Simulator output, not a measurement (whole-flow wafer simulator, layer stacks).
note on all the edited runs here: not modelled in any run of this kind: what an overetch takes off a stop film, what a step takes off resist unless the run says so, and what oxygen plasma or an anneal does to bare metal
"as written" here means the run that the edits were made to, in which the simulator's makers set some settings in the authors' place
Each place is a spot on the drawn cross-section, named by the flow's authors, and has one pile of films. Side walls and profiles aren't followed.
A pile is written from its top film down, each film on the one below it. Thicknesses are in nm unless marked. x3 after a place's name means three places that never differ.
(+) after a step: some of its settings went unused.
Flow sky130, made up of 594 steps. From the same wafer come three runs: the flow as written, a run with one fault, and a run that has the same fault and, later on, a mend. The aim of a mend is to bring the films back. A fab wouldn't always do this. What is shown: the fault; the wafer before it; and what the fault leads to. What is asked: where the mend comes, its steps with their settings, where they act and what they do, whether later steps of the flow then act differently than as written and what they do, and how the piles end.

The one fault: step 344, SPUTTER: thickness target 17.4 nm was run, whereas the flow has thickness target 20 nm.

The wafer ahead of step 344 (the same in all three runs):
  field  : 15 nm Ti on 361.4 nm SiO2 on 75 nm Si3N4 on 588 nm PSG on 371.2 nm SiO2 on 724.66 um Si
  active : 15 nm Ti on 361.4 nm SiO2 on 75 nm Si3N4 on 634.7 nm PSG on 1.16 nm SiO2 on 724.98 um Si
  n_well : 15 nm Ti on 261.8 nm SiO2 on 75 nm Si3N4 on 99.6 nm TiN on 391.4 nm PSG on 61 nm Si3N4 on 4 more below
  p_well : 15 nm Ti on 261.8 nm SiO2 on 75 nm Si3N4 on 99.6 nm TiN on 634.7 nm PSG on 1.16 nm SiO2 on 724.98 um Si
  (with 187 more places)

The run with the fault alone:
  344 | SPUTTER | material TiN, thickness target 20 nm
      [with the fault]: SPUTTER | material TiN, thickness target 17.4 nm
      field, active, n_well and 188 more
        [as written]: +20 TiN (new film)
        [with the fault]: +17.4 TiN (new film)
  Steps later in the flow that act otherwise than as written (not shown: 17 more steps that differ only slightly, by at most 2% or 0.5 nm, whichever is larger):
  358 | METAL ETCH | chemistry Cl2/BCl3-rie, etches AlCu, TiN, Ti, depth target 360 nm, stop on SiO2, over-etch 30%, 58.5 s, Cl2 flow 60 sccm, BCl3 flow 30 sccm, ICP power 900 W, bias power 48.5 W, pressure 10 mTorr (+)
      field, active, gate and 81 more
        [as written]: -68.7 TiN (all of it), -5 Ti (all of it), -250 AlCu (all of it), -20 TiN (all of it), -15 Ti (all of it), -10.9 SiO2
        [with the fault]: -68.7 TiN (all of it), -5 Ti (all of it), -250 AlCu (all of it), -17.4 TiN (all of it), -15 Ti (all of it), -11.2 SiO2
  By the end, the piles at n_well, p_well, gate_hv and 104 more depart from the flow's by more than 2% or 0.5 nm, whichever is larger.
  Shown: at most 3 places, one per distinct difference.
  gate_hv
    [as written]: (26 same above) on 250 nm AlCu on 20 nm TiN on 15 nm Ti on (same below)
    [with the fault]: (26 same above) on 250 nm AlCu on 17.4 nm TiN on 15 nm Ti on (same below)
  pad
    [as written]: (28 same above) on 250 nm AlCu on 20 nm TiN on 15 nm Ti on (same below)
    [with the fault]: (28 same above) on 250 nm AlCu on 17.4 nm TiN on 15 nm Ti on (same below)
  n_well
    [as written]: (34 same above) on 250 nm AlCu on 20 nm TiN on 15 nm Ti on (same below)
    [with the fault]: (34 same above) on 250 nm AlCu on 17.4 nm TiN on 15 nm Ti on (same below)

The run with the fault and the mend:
  After step 344 comes the mend.
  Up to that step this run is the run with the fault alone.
  344a | SPUTTER | material TiN, thickness target 2.6 nm (a further turn of the flow's step 344, with different settings)
      field, active, n_well and 188 more
        +2.6 TiN
  Every later step of the flow that is run acts as written at every place that is followed.
  At every place that both follow, the piles at the end match the flow's.
